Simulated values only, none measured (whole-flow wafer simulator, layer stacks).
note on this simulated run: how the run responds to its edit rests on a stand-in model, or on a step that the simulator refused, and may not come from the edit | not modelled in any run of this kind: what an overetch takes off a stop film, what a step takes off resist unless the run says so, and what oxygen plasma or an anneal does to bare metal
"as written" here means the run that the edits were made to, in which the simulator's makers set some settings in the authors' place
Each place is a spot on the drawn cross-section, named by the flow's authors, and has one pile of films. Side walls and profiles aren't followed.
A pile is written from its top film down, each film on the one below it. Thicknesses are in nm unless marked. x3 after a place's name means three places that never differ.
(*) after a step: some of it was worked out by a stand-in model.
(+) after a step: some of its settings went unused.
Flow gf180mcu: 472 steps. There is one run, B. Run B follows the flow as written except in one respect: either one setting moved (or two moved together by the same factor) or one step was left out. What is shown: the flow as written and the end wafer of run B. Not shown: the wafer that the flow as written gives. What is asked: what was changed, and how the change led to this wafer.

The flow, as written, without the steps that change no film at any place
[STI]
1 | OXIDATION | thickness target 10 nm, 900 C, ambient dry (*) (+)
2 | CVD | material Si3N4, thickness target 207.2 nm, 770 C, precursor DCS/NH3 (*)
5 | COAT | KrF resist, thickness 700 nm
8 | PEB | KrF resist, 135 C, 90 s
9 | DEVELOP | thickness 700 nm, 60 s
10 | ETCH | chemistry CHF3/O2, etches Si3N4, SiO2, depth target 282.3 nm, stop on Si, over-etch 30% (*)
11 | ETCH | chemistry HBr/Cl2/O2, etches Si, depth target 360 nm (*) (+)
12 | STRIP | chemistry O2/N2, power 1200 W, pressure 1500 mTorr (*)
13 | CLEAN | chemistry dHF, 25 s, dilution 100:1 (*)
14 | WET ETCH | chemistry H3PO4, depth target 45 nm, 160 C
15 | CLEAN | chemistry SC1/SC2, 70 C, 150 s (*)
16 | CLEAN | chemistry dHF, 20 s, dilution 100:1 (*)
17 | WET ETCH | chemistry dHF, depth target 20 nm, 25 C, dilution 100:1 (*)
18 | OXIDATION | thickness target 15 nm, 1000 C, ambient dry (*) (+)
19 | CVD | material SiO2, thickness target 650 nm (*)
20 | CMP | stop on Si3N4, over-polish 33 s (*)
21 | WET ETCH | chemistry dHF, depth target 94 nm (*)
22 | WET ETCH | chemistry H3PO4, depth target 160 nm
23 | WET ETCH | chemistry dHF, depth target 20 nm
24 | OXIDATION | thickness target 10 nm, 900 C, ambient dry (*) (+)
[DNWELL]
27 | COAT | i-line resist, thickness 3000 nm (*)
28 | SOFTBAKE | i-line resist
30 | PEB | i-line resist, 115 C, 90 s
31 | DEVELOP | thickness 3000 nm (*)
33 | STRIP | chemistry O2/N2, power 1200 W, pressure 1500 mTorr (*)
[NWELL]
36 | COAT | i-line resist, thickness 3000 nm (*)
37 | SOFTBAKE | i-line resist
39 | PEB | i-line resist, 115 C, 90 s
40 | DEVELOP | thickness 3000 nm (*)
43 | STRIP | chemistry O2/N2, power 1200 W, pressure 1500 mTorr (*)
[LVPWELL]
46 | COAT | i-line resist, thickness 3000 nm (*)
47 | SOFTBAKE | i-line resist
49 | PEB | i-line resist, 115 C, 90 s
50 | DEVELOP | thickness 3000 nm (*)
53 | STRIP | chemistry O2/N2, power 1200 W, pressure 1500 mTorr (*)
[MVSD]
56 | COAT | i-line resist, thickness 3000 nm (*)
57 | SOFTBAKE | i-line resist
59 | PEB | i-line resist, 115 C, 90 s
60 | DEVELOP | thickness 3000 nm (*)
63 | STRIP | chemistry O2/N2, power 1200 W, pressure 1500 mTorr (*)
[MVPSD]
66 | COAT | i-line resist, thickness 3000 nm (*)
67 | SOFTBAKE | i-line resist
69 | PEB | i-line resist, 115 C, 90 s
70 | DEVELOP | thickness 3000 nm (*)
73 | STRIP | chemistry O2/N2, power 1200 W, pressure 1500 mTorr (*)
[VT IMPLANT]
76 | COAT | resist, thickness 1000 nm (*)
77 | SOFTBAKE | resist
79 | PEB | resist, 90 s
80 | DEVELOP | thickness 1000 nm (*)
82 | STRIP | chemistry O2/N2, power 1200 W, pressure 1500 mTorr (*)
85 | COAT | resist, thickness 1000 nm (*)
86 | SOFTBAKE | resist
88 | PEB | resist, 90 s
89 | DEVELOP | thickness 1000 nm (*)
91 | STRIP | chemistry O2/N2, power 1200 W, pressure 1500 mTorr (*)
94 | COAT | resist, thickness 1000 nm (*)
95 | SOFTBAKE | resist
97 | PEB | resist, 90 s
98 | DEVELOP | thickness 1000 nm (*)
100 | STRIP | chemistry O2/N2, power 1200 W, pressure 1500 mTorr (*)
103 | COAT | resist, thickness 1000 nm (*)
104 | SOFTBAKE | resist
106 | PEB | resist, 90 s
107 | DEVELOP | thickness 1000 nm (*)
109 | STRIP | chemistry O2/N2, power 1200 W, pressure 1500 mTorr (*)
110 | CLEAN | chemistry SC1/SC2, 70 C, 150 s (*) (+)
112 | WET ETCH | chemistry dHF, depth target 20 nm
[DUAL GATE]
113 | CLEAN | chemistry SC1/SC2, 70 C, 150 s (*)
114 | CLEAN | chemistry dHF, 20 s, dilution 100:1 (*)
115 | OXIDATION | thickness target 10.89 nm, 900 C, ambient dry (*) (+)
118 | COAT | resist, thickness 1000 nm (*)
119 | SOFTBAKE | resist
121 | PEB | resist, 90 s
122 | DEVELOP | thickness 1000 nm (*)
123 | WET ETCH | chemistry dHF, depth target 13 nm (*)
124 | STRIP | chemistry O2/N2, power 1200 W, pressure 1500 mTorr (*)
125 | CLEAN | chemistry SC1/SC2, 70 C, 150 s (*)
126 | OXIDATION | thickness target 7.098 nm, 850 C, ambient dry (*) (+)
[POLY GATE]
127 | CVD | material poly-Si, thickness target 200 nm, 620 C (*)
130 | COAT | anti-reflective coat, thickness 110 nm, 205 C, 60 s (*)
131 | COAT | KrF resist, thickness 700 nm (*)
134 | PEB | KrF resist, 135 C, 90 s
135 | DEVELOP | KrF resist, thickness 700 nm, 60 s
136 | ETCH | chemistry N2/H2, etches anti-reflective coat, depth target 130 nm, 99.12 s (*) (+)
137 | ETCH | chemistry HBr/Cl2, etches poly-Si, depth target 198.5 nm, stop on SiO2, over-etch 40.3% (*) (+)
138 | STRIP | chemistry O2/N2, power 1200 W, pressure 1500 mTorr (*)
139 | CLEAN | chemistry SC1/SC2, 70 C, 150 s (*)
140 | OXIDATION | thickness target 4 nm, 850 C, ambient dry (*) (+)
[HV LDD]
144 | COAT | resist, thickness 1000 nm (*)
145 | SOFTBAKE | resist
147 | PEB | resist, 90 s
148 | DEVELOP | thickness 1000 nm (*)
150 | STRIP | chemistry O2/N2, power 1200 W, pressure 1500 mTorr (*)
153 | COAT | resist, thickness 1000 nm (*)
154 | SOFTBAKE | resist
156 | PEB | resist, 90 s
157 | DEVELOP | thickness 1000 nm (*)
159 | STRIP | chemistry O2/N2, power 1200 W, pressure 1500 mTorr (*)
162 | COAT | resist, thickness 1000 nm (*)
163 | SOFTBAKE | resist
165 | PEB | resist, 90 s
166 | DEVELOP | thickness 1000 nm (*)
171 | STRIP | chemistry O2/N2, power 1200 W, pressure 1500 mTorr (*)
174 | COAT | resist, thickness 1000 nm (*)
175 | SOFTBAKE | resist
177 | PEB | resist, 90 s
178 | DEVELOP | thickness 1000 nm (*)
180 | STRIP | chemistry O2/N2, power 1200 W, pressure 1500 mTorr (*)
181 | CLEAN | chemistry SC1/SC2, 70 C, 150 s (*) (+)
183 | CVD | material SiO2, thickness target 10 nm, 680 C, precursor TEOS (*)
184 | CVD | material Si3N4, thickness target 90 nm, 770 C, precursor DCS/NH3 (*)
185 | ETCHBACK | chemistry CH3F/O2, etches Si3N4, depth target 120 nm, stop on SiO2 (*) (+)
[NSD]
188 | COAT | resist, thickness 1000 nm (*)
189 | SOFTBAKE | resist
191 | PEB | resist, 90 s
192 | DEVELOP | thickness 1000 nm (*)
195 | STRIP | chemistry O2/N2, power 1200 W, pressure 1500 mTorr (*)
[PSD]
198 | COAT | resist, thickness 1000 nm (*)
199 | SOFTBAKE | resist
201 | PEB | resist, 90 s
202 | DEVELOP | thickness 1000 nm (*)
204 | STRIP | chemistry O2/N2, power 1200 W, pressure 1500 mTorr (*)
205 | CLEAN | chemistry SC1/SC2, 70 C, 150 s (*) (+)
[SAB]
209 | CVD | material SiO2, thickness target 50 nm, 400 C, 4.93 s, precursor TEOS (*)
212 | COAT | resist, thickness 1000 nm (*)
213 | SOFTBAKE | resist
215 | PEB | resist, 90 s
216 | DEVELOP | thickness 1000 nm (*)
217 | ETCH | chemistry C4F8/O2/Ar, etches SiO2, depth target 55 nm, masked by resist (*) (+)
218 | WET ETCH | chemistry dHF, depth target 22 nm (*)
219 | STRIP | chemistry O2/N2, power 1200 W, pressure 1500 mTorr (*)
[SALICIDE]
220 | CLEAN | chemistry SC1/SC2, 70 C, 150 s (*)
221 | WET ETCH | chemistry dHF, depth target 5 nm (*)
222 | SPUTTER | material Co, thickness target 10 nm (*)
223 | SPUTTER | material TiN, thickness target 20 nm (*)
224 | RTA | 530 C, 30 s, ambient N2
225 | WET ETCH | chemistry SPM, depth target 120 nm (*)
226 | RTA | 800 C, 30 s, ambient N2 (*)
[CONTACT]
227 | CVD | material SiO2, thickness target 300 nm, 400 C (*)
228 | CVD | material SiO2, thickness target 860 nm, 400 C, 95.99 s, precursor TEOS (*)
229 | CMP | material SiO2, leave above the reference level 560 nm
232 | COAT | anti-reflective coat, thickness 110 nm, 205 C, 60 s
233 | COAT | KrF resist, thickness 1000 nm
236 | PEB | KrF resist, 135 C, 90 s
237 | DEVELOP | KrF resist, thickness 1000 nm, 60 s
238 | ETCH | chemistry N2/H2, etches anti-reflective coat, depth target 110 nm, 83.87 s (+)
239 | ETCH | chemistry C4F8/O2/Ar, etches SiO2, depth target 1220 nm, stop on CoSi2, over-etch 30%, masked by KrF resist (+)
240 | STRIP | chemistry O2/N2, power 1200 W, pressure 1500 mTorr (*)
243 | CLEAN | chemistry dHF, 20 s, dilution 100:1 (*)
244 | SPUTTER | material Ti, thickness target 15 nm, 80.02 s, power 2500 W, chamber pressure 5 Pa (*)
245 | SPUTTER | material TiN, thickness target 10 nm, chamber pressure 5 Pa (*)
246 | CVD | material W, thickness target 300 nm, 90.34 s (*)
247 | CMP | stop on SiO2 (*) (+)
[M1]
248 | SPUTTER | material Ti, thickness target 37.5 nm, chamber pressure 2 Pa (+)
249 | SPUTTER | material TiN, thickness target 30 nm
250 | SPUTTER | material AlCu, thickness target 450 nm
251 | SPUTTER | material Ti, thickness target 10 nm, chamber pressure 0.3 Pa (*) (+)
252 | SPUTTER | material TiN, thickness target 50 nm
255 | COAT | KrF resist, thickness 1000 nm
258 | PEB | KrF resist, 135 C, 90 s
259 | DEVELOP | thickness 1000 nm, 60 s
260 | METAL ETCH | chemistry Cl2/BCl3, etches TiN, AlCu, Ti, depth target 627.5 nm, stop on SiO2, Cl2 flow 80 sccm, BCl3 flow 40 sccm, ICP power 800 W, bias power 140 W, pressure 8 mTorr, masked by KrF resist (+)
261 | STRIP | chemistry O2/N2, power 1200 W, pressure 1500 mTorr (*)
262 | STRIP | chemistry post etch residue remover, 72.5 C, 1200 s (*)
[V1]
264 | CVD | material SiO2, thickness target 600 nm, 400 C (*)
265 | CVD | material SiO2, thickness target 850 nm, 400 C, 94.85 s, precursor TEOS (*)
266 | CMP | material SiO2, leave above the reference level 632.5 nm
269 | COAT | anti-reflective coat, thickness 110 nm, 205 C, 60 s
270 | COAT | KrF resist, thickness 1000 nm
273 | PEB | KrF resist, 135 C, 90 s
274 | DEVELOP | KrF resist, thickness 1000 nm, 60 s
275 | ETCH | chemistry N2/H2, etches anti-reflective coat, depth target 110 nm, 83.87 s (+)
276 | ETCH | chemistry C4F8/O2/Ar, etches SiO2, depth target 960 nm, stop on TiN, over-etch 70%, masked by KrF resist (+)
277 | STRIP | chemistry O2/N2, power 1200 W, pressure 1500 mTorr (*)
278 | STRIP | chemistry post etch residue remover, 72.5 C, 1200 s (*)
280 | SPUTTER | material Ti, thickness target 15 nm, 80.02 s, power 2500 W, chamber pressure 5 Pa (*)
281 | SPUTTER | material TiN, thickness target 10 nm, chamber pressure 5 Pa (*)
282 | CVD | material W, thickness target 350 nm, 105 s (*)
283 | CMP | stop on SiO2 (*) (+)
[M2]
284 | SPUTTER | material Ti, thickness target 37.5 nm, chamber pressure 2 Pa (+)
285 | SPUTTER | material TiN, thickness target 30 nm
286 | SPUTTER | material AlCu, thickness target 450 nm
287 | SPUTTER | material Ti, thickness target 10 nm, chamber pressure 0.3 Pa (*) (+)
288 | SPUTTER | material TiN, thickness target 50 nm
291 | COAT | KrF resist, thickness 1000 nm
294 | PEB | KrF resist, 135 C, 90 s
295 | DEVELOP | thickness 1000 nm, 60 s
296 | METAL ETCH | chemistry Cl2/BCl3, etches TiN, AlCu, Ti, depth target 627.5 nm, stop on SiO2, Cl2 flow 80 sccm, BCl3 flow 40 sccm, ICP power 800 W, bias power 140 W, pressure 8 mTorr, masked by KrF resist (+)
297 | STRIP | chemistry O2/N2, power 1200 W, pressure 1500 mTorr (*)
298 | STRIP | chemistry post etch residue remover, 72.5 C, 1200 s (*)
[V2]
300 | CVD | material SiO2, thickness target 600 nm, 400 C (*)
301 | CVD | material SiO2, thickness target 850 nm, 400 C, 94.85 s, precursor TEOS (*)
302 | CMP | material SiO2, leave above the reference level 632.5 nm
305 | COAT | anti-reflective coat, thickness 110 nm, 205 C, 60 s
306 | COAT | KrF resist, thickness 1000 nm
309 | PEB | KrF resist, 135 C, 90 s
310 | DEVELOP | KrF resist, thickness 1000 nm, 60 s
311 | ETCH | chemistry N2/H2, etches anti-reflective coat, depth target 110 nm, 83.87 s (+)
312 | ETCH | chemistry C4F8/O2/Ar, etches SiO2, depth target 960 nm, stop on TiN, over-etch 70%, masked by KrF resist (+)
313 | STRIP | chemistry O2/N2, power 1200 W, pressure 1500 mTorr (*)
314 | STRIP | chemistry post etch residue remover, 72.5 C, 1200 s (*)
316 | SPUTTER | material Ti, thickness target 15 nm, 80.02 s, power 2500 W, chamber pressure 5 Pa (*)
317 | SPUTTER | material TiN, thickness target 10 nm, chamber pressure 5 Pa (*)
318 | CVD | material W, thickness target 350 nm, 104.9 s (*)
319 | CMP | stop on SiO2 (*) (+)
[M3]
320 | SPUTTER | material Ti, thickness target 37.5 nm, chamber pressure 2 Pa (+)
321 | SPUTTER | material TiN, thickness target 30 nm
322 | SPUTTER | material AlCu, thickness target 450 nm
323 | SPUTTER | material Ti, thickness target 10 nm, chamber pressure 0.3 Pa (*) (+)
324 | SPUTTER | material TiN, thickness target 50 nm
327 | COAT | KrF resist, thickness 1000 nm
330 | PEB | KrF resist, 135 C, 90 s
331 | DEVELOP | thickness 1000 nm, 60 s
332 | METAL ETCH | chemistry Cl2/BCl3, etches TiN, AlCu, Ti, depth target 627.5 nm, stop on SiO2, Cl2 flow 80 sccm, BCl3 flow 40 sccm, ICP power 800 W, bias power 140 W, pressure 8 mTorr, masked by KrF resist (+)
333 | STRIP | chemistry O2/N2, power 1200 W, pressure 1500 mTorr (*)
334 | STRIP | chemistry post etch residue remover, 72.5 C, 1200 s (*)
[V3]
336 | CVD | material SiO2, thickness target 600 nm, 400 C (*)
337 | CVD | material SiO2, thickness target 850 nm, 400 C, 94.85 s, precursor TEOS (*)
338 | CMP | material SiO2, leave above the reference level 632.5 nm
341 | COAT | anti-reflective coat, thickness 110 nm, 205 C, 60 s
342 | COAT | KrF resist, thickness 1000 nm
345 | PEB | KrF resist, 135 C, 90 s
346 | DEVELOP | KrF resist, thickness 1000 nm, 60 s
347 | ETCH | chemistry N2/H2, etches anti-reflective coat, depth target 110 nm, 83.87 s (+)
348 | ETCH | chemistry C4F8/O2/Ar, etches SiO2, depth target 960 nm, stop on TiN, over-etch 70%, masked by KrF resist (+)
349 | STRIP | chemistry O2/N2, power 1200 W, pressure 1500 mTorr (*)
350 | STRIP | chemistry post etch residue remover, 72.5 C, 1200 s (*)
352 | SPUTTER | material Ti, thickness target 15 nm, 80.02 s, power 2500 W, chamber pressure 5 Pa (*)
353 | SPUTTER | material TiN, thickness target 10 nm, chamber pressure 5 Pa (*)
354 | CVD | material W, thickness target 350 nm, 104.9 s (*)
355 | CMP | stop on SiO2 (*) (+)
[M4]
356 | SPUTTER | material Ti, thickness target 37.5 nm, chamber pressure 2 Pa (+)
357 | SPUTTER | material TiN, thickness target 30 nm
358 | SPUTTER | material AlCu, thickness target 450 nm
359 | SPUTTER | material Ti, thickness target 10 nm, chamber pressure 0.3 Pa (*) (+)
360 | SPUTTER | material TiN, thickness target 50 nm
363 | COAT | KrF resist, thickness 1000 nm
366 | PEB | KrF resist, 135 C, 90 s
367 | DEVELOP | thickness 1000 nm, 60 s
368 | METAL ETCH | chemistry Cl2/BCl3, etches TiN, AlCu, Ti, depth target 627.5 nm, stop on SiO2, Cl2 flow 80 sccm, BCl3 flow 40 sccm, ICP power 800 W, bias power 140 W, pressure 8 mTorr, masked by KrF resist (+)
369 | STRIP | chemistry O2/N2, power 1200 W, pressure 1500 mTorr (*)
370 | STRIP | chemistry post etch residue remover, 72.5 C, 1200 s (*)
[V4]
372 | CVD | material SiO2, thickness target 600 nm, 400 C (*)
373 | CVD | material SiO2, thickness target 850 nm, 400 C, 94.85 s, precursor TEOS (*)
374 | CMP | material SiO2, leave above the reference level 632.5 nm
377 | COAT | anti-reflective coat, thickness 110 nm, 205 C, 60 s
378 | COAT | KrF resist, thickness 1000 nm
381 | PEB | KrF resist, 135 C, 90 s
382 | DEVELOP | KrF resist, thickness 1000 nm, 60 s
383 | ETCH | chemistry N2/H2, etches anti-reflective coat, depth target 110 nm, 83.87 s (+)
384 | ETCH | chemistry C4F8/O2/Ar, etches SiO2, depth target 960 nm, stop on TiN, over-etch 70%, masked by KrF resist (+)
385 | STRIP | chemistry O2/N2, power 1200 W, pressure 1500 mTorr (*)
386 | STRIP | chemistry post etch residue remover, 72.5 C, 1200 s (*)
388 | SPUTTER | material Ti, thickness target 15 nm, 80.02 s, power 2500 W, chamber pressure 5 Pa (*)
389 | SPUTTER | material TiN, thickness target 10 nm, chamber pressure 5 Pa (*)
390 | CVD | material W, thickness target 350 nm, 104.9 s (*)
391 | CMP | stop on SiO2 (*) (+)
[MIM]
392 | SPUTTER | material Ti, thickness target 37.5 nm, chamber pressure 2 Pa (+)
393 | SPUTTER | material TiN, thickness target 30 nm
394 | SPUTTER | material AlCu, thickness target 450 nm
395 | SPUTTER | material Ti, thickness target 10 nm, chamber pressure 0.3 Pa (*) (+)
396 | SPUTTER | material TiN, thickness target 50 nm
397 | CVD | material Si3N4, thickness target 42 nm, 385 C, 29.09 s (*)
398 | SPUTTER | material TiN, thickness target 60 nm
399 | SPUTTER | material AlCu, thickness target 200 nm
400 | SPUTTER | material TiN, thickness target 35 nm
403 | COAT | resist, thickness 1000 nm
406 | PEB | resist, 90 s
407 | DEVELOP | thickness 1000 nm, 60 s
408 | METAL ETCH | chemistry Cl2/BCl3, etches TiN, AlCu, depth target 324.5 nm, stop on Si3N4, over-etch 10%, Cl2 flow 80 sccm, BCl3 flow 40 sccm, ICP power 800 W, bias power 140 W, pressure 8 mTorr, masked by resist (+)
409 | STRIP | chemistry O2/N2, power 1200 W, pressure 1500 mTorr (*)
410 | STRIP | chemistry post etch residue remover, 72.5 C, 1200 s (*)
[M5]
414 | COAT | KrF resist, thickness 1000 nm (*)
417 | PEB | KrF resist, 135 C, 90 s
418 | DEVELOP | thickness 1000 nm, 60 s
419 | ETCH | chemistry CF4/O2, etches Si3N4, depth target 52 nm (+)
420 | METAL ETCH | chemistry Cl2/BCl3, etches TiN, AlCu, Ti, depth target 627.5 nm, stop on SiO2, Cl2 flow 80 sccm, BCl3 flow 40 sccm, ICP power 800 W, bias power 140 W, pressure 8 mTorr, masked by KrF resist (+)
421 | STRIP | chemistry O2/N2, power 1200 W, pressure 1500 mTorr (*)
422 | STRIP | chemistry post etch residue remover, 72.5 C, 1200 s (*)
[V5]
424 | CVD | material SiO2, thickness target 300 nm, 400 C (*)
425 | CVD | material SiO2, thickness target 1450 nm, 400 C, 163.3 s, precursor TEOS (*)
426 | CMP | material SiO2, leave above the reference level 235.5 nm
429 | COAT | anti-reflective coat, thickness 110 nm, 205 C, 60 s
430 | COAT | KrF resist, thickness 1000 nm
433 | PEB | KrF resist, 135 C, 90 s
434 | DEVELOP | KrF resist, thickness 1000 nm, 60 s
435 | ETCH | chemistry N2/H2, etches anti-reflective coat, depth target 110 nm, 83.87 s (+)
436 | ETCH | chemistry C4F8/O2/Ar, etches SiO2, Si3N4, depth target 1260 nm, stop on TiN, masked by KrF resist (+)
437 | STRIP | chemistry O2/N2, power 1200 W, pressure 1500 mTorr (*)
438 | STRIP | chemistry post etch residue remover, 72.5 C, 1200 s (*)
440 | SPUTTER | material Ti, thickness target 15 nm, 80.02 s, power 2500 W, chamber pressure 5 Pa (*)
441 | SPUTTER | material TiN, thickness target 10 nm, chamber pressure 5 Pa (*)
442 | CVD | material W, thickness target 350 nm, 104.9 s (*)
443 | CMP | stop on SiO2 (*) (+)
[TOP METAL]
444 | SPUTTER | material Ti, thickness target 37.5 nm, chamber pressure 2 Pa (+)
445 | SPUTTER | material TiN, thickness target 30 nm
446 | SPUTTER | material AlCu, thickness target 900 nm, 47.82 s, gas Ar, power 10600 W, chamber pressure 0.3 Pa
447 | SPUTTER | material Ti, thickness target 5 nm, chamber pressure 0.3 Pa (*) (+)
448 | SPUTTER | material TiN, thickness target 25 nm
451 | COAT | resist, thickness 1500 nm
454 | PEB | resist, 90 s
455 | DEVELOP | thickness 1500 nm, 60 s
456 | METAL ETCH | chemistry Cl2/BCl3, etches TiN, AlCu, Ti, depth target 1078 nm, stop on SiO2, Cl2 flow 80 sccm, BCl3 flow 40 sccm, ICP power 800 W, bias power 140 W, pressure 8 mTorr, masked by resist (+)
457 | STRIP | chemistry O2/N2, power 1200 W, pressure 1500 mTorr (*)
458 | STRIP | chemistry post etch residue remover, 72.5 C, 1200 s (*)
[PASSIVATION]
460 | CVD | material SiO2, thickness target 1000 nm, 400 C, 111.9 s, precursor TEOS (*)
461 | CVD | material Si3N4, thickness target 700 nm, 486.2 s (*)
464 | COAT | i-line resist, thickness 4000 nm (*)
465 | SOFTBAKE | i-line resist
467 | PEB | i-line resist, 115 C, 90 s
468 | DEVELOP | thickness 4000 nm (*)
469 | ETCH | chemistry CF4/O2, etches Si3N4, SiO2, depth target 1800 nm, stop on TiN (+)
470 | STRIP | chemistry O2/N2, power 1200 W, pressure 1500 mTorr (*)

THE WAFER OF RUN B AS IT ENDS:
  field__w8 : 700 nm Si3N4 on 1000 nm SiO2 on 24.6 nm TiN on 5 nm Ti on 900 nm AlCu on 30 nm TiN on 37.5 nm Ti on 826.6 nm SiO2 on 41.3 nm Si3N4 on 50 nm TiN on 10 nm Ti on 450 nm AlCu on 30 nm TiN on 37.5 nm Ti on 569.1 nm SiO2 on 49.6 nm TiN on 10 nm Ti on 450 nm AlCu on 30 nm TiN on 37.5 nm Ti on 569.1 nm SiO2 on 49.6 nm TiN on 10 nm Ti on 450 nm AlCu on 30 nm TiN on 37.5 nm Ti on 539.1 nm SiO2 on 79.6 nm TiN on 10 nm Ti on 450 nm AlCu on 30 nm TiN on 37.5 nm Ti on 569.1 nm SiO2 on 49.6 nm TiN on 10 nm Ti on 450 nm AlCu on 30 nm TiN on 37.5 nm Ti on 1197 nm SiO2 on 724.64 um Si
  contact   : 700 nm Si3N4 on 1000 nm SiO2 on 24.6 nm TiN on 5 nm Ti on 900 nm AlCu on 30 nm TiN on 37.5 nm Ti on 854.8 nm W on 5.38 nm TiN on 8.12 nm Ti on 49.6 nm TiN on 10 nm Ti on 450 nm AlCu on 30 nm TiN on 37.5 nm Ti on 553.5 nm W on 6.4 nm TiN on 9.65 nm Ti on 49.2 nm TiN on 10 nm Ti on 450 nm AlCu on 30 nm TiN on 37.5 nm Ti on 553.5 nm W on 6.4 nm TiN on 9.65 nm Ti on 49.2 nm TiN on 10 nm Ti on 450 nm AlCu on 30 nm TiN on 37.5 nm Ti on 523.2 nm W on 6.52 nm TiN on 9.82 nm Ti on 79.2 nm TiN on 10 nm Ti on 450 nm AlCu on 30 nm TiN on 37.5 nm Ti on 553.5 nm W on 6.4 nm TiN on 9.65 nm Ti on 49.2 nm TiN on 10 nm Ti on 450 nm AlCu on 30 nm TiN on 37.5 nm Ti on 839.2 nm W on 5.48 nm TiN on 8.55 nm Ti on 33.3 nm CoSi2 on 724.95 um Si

The reason: step 288, SPUTTER: thickness target 80 nm was run, while the flow as written has thickness target 50 nm.

How this came from the change, step by step:
  288 | SPUTTER | material TiN, thickness target 50 nm
      field, field__w1, field__w2 and 108 more: TiN gains 80 (new film) (in the flow as written it would be: TiN gains 50 (new film))
  296 | METAL ETCH | chemistry Cl2/BCl3, etches TiN, AlCu, Ti, depth target 627.5 nm, stop on SiO2, Cl2 flow 80 sccm, BCl3 flow 40 sccm, ICP power 800 W, bias power 140 W, pressure 8 mTorr, masked by KrF resist (+)
      field, field__w1, field__w2 and 103 more: TiN loses 80 (all of it), Ti loses 10 (all of it), AlCu loses 450 (all of it), TiN loses 30 (all of it), Ti loses 37.5 (all of it) (in the flow as written it would be: TiN loses 50 (all of it), Ti loses 10 (all of it), AlCu loses 450 (all of it), TiN loses 30 (all of it), Ti loses 37.5 (all of it))
  302 | CMP | material SiO2, leave above the reference level 632.5 nm
      field__w8, contact, m1, m1__w1, m1_nw: SiO2 loses 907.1 (in the flow as written it would be: SiO2 loses 877.1)
  312 | ETCH | chemistry C4F8/O2/Ar, etches SiO2, depth target 960 nm, stop on TiN, over-etch 70%, masked by KrF resist (+)
      field, field__w1, field__w2 and 107 more: KrF resist loses 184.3 (in the flow as written it would be: KrF resist loses 192)
      contact: SiO2 loses 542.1 (all of it) (in the flow as written it would be: SiO2 loses 572.1 (all of it))
  318 | CVD | material W, thickness target 350 nm, 104.9 s (*)
      contact: W gains 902 (new film) (in the flow as written it would be: W gains 932.3 (new film))
